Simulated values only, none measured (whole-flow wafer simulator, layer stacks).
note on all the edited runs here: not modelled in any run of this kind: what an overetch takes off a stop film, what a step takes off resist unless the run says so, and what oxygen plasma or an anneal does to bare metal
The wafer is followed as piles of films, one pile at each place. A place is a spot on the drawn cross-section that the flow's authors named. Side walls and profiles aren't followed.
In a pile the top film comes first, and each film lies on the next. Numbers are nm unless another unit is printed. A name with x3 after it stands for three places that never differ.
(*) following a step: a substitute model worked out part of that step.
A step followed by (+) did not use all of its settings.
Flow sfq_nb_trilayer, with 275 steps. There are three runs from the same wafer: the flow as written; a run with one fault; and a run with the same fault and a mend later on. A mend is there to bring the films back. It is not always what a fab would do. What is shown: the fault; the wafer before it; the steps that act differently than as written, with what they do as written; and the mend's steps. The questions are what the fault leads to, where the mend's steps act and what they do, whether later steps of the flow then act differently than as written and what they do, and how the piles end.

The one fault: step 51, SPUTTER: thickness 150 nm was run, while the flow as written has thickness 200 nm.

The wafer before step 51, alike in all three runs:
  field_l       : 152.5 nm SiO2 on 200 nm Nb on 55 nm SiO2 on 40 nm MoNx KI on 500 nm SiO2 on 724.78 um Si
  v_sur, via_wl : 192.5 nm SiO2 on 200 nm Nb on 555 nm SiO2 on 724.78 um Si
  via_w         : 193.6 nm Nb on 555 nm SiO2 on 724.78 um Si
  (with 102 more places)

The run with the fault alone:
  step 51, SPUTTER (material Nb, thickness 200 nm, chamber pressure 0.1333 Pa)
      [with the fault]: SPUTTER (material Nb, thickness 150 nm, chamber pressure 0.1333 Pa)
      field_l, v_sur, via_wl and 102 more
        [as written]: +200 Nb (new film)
        [with the fault]: +150 Nb (new film)
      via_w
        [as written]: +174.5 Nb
        [with the fault]: +131.5 Nb
  Steps later in the flow that act otherwise than as written (3 other steps are not shown; they differ only slightly, by no more than 2% or 0.5 nm, whichever is larger):
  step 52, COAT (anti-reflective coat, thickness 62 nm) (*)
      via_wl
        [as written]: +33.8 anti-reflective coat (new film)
        [with the fault]: +32.9 anti-reflective coat (new film)
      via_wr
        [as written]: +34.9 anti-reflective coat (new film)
        [with the fault]: +34.1 anti-reflective coat (new film)
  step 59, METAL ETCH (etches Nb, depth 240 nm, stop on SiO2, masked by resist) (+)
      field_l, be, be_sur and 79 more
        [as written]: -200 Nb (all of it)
        [with the fault]: -150 Nb (all of it)
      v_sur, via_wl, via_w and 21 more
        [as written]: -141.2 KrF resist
        [with the fault]: -132.4 KrF resist
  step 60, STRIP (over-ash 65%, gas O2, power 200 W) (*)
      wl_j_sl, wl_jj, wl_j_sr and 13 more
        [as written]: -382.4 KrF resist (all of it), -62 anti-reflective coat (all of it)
        [with the fault]: -391.2 KrF resist (all of it), -62 anti-reflective coat (all of it)
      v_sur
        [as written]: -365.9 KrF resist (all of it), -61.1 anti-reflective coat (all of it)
        [with the fault]: -375.1 KrF resist (all of it), -60.9 anti-reflective coat (all of it)
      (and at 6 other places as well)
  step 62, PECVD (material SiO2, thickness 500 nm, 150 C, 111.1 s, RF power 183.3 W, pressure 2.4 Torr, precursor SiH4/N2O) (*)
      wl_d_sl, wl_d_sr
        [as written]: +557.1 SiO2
        [with the fault]: +507.1 SiO2
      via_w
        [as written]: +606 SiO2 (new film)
        [with the fault]: +593.6 SiO2 (new film)
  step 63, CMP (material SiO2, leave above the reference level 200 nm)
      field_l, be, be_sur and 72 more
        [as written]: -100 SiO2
        [with the fault]: -150 SiO2
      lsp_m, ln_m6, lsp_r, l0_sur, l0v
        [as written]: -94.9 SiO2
        [with the fault]: -150 SiO2
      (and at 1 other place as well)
  By the end, the piles at v_sur, via_wl, via_w and 79 more depart from the flow's by more than 2% or 0.5 nm, whichever is larger.
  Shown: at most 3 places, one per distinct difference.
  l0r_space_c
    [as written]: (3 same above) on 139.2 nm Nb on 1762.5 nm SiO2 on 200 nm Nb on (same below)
    [with the fault]: (3 same above) on 139.2 nm Nb on 1712.5 nm SiO2 on 200 nm Nb on (same below)
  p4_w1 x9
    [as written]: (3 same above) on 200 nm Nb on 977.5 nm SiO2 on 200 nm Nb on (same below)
    [with the fault]: (3 same above) on 200 nm Nb on 927.5 nm SiO2 on 200 nm Nb on (same below)
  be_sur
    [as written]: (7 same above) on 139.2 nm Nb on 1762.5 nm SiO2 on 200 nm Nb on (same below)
    [with the fault]: (7 same above) on 139.2 nm Nb on 1712.5 nm SiO2 on 200 nm Nb on (same below)

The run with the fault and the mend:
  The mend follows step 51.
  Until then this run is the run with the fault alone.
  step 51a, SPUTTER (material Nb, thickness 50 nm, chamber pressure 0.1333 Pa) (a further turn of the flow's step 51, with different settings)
      field_l, v_sur, via_wl and 102 more
        +50 Nb
      via_w
        +39.5 Nb
  Every later step of the flow that is run acts as written, at every place that is followed, to within 2% or 0.5 nm, whichever is larger.
  The piles end only slightly different from the flow's at the places that both follow, by no more than 2% or 0.5 nm, whichever is larger.
